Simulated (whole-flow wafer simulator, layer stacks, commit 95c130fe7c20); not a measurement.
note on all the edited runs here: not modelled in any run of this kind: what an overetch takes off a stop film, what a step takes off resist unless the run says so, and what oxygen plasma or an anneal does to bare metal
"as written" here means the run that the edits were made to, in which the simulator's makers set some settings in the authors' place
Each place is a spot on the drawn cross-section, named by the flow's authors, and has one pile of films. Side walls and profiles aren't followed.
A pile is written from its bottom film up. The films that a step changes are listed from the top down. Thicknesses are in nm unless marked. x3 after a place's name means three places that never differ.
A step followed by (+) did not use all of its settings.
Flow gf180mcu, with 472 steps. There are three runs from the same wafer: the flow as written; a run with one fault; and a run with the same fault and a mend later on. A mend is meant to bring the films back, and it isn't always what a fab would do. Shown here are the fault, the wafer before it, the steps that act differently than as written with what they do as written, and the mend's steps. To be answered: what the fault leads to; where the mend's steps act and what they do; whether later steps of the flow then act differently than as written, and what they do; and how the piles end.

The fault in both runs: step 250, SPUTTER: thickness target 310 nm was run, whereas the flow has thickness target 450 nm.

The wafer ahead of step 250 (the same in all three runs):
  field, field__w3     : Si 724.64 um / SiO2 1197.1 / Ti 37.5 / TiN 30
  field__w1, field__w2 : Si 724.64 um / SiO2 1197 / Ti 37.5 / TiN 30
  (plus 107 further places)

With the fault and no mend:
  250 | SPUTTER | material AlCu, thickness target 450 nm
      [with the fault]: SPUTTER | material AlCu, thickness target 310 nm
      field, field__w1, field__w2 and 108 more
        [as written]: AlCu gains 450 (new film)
        [with the fault]: AlCu gains 310 (new film)
  Steps later in the flow that act otherwise than as written:
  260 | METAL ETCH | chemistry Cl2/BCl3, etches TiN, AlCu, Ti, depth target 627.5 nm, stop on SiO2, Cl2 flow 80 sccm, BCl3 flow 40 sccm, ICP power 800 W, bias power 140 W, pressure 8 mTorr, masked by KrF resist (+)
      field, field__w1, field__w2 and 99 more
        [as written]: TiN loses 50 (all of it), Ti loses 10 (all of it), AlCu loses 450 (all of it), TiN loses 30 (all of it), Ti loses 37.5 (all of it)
        [with the fault]: TiN loses 50 (all of it), Ti loses 10 (all of it), AlCu loses 310 (all of it), TiN loses 30 (all of it), Ti loses 37.5 (all of it)
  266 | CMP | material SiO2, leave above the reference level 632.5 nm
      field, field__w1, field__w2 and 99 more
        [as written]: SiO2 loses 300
        [with the fault]: SiO2 loses 440
  By the end, the piles at field__w4, field__w8, contact and 9 more depart from the flow's by more than 2% or 0.5 nm, whichever is larger.
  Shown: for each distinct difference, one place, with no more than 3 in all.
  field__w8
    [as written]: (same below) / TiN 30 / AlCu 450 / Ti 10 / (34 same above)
    [with the fault]: (same below) / TiN 30 / AlCu 310 / Ti 10 / (34 same above)
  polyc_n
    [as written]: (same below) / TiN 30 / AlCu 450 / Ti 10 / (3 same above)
    [with the fault]: (same below) / TiN 30 / AlCu 310 / Ti 10 / (3 same above)
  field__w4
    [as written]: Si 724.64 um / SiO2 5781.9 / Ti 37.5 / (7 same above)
    [with the fault]: Si 724.64 um / SiO2 5641.9 / Ti 37.5 / (7 same above)

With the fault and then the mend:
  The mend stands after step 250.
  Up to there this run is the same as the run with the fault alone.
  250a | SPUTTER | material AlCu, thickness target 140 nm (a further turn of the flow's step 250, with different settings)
      field, field__w1, field__w2 and 108 more
        AlCu gains 140
  None of the later steps of the flow acts differently than as written at any place that is followed.
  The piles end the same as the flow's at every place that both follow.
